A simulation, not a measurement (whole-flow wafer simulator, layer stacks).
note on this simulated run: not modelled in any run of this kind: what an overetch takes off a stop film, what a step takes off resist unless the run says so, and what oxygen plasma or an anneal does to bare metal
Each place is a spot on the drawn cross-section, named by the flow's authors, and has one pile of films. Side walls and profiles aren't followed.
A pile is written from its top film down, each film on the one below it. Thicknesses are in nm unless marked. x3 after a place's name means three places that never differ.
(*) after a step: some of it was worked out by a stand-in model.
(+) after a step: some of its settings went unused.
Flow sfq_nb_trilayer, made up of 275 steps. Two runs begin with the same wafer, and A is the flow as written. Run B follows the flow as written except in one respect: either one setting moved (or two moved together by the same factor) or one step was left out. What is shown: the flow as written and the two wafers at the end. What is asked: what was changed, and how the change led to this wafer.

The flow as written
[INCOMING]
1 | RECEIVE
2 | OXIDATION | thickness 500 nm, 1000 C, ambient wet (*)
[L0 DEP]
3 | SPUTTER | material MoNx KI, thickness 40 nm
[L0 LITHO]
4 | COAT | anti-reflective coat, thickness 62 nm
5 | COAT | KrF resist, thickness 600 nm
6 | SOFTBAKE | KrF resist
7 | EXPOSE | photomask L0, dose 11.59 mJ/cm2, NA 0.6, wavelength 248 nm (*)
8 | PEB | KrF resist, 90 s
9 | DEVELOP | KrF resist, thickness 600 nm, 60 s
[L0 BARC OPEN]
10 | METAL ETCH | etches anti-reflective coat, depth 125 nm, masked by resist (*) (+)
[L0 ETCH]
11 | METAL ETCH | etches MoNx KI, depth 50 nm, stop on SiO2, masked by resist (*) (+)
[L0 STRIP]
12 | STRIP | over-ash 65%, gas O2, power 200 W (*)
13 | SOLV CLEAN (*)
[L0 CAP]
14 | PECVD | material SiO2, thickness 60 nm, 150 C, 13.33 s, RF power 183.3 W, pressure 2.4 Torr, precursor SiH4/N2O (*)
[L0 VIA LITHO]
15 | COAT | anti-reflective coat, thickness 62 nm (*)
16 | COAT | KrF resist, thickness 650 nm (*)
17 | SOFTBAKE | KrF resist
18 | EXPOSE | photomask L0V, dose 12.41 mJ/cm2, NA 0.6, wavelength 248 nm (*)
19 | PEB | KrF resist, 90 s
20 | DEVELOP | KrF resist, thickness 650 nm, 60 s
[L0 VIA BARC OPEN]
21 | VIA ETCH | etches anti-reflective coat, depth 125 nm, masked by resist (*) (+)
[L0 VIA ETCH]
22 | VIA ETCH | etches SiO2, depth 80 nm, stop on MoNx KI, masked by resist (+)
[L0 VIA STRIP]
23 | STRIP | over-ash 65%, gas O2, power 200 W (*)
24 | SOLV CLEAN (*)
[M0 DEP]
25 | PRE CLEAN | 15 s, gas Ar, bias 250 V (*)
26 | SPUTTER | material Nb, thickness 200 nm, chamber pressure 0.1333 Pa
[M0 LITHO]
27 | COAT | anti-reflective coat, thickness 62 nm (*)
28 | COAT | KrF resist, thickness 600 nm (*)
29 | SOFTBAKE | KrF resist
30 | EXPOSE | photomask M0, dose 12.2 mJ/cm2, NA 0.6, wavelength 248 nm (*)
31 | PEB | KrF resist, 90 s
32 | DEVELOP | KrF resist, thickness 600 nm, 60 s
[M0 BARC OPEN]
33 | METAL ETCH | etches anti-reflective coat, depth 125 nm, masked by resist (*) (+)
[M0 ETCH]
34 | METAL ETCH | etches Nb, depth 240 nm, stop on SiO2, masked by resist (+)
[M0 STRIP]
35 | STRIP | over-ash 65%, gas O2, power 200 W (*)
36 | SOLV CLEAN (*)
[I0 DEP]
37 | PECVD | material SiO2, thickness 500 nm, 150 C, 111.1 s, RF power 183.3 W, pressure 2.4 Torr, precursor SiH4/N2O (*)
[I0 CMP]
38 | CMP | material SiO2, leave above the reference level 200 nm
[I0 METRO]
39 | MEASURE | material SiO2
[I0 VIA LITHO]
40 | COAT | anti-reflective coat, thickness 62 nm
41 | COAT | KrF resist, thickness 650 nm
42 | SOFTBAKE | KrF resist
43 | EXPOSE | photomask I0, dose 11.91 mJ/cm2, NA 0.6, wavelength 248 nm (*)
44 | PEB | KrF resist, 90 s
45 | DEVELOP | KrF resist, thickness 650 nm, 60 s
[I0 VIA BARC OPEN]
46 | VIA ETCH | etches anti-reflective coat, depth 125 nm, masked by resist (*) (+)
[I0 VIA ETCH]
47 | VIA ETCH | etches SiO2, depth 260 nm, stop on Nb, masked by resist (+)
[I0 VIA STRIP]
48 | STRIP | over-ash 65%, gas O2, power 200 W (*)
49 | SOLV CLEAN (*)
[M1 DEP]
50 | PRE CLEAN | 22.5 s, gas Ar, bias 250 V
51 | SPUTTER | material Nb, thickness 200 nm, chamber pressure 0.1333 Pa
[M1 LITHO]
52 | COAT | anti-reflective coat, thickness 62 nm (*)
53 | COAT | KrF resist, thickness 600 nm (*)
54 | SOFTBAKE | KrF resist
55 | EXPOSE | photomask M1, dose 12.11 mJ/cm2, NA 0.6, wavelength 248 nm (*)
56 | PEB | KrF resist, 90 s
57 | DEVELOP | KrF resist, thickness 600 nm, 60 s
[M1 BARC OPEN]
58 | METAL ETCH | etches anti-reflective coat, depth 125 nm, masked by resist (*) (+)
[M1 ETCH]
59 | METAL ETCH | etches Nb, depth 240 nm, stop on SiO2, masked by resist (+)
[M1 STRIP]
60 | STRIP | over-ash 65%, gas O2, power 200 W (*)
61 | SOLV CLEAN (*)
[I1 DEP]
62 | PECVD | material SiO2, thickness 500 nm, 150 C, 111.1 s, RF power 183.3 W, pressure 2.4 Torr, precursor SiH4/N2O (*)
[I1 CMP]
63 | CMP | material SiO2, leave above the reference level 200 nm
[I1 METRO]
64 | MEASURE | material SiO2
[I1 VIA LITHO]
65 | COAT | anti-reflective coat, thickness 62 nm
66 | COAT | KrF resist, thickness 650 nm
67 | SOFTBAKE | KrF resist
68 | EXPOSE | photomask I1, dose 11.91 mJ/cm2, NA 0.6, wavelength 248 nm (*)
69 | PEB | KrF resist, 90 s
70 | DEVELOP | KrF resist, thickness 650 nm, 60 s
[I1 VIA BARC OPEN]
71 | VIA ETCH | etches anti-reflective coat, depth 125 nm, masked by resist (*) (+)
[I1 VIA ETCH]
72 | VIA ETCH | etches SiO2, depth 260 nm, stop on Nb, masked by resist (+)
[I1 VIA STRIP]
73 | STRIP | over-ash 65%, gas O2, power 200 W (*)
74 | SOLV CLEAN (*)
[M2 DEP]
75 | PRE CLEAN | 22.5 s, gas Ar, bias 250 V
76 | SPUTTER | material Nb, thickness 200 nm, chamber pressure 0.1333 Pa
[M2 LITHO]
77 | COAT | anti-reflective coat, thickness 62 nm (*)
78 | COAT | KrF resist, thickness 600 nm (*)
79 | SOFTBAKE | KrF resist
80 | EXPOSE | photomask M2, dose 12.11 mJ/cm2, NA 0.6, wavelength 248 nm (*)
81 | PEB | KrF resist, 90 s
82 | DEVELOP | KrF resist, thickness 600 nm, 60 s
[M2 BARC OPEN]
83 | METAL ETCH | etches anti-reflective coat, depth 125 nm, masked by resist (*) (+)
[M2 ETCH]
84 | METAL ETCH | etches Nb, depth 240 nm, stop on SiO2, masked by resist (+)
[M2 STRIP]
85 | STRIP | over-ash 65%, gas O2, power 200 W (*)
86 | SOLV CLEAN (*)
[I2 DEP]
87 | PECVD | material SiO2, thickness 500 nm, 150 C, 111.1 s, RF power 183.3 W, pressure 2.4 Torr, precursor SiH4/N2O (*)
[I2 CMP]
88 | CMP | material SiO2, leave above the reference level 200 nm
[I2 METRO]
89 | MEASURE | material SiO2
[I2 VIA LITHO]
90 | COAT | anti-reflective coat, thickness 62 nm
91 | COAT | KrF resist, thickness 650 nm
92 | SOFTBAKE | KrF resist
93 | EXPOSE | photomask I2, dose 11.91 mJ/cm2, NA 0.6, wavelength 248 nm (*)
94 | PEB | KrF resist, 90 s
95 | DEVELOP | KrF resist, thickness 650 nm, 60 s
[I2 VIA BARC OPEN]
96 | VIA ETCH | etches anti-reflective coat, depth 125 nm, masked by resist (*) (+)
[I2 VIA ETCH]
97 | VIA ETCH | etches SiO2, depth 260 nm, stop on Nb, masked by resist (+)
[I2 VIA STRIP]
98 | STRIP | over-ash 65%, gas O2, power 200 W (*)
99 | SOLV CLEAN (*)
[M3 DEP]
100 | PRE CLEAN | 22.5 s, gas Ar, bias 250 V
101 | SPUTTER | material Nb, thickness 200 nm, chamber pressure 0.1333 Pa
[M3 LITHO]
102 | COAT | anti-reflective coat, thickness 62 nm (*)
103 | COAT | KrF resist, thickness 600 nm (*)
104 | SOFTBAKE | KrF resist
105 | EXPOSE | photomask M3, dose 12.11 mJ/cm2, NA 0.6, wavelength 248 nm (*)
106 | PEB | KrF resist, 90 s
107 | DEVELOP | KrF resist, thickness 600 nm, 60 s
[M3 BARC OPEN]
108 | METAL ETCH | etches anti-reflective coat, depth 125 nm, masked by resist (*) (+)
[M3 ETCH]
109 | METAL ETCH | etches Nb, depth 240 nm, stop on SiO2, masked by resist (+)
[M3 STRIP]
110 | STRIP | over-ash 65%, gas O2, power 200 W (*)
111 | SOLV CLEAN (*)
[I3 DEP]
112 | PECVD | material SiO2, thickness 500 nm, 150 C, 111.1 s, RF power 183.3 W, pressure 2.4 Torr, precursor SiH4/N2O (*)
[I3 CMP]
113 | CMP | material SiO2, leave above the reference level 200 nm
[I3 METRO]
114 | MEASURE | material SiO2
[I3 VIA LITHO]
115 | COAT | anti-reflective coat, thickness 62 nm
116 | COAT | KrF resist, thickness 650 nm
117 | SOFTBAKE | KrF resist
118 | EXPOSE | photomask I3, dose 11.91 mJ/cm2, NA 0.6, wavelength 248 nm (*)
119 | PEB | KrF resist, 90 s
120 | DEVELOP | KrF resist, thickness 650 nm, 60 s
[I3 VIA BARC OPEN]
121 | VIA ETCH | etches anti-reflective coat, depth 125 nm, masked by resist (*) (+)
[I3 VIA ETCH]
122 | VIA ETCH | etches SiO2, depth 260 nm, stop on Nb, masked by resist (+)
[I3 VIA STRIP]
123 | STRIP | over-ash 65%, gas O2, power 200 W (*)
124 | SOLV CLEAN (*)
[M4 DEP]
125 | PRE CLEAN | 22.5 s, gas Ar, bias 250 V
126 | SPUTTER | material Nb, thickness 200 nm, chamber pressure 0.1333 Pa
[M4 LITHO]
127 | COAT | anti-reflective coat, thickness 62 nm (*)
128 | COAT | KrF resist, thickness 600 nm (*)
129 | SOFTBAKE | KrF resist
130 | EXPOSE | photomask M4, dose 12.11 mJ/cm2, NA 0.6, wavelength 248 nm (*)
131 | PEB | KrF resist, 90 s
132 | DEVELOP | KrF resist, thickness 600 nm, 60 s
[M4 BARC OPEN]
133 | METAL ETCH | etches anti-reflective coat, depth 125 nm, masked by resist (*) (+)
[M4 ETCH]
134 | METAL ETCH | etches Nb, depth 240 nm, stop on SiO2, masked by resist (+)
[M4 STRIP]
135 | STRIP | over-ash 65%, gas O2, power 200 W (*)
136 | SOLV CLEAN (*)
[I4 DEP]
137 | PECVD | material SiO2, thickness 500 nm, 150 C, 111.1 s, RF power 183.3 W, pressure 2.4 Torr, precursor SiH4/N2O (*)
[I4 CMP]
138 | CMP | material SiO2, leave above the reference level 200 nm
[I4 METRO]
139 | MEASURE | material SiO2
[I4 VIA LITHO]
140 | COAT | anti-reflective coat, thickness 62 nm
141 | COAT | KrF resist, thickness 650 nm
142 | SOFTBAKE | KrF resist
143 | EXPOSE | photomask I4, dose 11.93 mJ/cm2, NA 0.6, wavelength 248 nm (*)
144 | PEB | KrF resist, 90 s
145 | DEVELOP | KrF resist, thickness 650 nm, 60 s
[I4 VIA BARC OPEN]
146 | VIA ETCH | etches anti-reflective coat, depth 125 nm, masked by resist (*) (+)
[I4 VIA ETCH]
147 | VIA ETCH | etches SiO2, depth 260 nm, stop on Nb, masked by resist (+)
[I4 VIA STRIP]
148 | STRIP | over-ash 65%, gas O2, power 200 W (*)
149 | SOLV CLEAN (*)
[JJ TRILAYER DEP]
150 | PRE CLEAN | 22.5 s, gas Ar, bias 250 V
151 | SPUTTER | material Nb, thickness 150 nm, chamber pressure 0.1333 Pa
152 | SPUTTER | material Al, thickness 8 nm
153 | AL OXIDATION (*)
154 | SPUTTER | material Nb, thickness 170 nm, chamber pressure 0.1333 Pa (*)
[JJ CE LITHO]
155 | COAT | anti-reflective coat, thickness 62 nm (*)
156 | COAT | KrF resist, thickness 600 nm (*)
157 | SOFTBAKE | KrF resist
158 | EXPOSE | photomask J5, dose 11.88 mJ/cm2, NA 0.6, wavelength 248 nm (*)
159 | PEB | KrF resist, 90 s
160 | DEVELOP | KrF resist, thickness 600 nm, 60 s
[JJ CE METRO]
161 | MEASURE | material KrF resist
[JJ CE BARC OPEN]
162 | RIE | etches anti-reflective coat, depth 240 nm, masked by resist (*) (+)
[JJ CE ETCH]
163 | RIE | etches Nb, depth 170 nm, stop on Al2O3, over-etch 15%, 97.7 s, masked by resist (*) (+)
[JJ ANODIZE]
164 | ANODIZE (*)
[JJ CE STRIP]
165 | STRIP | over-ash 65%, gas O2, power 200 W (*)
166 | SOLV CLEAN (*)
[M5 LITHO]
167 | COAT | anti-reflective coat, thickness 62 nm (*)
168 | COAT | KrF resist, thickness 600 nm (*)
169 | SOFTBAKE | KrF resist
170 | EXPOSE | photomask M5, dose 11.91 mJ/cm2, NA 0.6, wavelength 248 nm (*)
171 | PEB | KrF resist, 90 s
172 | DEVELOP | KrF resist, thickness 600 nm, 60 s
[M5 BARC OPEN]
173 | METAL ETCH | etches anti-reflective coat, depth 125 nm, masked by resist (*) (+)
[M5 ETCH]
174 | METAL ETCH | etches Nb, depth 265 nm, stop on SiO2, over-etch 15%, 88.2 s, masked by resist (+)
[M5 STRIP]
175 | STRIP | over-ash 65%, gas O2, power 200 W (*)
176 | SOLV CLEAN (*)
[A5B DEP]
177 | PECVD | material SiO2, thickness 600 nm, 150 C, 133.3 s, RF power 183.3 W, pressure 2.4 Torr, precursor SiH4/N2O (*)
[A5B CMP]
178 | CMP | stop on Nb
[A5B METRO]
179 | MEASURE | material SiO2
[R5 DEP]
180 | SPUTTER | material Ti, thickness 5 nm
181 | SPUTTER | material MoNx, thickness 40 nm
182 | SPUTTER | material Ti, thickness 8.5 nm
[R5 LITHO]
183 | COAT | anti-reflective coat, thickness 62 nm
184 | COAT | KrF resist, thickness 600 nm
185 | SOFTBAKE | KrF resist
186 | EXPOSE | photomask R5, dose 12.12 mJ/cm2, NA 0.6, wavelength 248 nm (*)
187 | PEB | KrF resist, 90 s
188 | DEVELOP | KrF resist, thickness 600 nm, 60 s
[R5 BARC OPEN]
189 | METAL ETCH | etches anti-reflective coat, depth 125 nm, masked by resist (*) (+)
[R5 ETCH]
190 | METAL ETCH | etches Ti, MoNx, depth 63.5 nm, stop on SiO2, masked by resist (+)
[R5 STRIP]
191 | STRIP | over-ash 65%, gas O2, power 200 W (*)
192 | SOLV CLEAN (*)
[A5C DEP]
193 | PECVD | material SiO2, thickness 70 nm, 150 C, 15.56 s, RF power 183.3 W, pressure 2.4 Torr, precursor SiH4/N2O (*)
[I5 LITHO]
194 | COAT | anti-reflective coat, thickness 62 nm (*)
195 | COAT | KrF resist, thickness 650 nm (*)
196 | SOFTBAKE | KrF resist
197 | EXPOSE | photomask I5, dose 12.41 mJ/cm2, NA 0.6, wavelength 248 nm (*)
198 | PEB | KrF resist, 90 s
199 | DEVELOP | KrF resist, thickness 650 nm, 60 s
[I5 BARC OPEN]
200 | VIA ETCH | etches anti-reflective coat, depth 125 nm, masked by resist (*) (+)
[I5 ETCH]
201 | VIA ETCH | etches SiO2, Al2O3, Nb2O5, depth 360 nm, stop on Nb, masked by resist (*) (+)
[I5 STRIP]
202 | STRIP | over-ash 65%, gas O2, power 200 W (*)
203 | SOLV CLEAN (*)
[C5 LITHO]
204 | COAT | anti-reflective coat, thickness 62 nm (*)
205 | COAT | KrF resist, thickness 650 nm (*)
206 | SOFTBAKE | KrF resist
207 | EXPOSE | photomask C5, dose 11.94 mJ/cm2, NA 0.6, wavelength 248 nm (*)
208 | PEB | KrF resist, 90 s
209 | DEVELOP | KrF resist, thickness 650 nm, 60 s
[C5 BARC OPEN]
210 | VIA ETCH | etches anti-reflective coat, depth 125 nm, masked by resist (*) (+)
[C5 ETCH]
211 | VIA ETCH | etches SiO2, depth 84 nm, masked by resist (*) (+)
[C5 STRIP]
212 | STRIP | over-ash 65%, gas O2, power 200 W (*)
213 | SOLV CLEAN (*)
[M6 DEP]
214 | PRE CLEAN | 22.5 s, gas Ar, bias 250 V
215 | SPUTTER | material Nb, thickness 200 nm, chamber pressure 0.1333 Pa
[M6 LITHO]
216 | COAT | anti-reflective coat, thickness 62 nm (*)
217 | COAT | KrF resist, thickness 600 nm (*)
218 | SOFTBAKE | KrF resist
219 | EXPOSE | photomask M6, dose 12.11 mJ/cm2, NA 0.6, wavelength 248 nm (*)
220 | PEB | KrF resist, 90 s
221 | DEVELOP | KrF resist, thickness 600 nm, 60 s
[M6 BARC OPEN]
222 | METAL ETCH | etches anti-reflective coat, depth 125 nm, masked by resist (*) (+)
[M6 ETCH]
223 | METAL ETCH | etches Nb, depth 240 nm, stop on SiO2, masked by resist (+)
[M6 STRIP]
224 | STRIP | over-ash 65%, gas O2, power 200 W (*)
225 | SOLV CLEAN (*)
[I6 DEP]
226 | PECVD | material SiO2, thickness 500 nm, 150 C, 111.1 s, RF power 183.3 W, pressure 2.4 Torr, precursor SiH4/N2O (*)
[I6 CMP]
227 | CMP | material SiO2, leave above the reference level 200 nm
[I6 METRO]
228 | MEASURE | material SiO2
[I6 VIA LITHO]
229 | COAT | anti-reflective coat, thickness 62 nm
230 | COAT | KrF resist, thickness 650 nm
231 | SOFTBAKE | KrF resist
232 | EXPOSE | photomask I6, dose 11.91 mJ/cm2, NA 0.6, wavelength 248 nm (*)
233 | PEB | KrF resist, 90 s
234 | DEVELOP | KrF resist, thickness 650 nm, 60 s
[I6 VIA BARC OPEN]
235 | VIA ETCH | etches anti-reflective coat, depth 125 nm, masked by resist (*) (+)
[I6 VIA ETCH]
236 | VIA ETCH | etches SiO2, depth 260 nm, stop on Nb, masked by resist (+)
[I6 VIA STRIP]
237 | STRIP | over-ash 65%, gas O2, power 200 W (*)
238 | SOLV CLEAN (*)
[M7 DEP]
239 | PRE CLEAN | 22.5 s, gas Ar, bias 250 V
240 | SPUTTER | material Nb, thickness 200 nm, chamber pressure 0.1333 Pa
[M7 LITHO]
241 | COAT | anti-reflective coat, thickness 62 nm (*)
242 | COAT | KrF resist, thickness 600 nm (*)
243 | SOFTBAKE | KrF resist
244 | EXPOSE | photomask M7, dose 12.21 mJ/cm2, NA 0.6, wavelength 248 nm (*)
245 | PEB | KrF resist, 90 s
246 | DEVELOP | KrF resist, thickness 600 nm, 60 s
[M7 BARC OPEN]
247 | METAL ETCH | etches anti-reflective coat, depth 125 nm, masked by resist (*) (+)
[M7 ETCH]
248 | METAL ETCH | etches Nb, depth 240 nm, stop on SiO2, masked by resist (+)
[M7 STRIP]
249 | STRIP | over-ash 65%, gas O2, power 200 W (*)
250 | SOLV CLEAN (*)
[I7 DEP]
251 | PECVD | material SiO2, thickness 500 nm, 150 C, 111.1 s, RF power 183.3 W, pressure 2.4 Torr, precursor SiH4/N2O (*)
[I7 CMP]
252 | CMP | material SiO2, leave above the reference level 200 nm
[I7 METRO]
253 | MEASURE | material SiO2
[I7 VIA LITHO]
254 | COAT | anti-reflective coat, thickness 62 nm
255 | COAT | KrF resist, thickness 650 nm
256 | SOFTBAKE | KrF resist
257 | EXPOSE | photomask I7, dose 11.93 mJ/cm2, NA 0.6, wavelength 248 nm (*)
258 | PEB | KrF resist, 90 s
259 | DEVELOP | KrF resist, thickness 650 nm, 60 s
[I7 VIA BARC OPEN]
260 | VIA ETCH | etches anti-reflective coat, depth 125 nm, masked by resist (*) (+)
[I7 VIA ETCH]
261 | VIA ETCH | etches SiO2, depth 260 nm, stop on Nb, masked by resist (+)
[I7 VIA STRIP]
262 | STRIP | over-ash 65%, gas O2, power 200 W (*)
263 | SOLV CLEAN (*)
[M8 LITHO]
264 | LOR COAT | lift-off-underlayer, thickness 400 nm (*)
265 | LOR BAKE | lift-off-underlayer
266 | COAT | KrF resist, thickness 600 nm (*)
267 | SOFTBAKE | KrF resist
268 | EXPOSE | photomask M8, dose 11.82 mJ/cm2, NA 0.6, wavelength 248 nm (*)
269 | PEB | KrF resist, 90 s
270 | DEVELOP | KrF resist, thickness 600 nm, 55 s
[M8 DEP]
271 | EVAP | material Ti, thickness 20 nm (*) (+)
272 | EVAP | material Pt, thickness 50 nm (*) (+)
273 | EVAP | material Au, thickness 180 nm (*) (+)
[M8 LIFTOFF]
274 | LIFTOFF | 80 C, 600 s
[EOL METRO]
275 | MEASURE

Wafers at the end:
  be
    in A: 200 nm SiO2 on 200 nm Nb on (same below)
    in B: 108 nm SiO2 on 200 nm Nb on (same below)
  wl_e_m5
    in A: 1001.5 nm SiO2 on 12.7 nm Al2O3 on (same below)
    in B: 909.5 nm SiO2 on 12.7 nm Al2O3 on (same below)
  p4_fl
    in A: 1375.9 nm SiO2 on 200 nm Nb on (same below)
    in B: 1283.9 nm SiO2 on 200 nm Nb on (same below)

Cause: step 252, CMP: leave above the reference level 108 nm was run, whereas the flow has leave above the reference level 200 nm.
The wafer lets one read it off: be has SiO2 108, and step 252 as written asks for 200 nm.

How this came from the change, step by step:
  252 | CMP | material SiO2, leave above the reference level 200 nm
      field_l, p4_fl, p4_fm and 56 more: A SiO2 loses 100 | B SiO2 loses 192
      v_sur, via_wl, via_w and 37 more: A SiO2 loses 300 | B SiO2 loses 392
      (also at 7 further places)
  261 | VIA ETCH | etches SiO2, depth 260 nm, stop on Nb, masked by resist (+)
      field_l, v_sur, via_sp and 100 more: A KrF resist loses 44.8 | B KrF resist loses 27.9
      via_wl, via_w, via_wr: A SiO2 loses 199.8 (all of it) | B SiO2 loses 107.8 (all of it)
  262 | STRIP | over-ash 65%, gas O2, power 200 W (*)
      field_l, v_sur, via_sp and 100 more: A KrF resist loses 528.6 (all of it), anti-reflective coat loses 62 (all of it) | B KrF resist loses 545.5 (all of it), anti-reflective coat loses 62 (all of it)
  264 | LOR COAT | lift-off-underlayer, thickness 400 nm (*)
      via_wl, via_wr: A lift-off-underlayer gains 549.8 (new film) | B lift-off-underlayer gains 480.9 (new film)
      v_sur: A lift-off-underlayer gains 369.4 (new film) | B lift-off-underlayer gains 383.5 (new film)
      (also at 2 further places)
  266 | COAT | KrF resist, thickness 600 nm (*)
      via_w: A KrF resist gains 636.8 (new film) | B KrF resist gains 619.9 (new film)
  270 | DEVELOP | KrF resist, thickness 600 nm, 55 s
      v_sur: A KrF resist loses 607.3 (all of it), lift-off-underlayer loses 369.4 (all of it) | B KrF resist loses 603.4 (all of it), lift-off-underlayer loses 383.5 (all of it)
      via_wl: A KrF resist loses 623.9 (all of it), lift-off-underlayer loses 549.8 (all of it) | B KrF resist loses 612.3 (all of it), lift-off-underlayer loses 480.9 (all of it)
      (also at 3 further places)
